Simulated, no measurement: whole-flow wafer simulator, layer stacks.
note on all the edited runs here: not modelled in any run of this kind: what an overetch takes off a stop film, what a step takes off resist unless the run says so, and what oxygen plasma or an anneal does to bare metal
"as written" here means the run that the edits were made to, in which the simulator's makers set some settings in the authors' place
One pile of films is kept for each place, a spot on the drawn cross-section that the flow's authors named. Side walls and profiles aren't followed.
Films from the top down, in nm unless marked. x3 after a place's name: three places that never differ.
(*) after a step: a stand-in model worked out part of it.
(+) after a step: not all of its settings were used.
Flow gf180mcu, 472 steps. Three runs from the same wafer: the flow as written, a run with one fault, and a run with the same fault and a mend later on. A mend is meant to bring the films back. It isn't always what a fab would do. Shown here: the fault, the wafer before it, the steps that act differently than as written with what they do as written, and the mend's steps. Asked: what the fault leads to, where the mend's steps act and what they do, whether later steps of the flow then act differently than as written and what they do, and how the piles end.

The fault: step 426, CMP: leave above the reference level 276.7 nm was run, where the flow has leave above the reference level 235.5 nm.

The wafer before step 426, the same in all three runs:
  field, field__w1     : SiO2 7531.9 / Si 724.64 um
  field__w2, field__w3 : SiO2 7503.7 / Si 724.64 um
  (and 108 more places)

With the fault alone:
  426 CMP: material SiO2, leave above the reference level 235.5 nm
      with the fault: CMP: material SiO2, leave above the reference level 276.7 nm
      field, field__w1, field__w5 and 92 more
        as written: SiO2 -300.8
        with the fault: SiO2 -259.6
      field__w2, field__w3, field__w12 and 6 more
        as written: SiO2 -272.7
        with the fault: SiO2 -231.5
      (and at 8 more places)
  Later steps of the flow that act differently than as written (2 more steps differ only slightly, by at most 2% or 0.5 nm, whichever is larger, and aren't shown):
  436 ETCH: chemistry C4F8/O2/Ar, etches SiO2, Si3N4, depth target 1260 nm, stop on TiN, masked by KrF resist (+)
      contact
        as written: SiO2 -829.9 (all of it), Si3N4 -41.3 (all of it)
        with the fault: SiO2 -871.1 (all of it), Si3N4 -41.3 (all of it)
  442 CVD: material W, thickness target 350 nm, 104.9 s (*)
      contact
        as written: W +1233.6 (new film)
        with the fault: W +1275.1 (new film)
  At the end the piles differ from the flow's by more than 2% or 0.5 nm, whichever is larger, at field__w4, field__w8, contact, m1, m1__w1, mim, mim_1p0, m1_nw.
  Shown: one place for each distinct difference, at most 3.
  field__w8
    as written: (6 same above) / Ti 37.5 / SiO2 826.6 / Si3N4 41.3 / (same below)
    with the fault: (6 same above) / Ti 37.5 / SiO2 867.8 / Si3N4 41.3 / (same below)
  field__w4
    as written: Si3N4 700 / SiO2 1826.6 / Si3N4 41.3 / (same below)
    with the fault: Si3N4 700 / SiO2 1867.8 / Si3N4 41.3 / (same below)
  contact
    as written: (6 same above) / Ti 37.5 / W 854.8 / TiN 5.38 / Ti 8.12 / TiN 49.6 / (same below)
    with the fault: (6 same above) / Ti 37.5 / W 896.3 / TiN 5.25 / Ti 7.93 / TiN 49.6 / (same below)

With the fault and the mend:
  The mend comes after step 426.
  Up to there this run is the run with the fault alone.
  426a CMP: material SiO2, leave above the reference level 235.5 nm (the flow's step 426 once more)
      field, field__w1, field__w2 and 109 more
        SiO2 -41.2
  No later step of the flow acts differently than as written at any place that is followed.
  At the end the piles are the same as the flow's at every place that both follow.
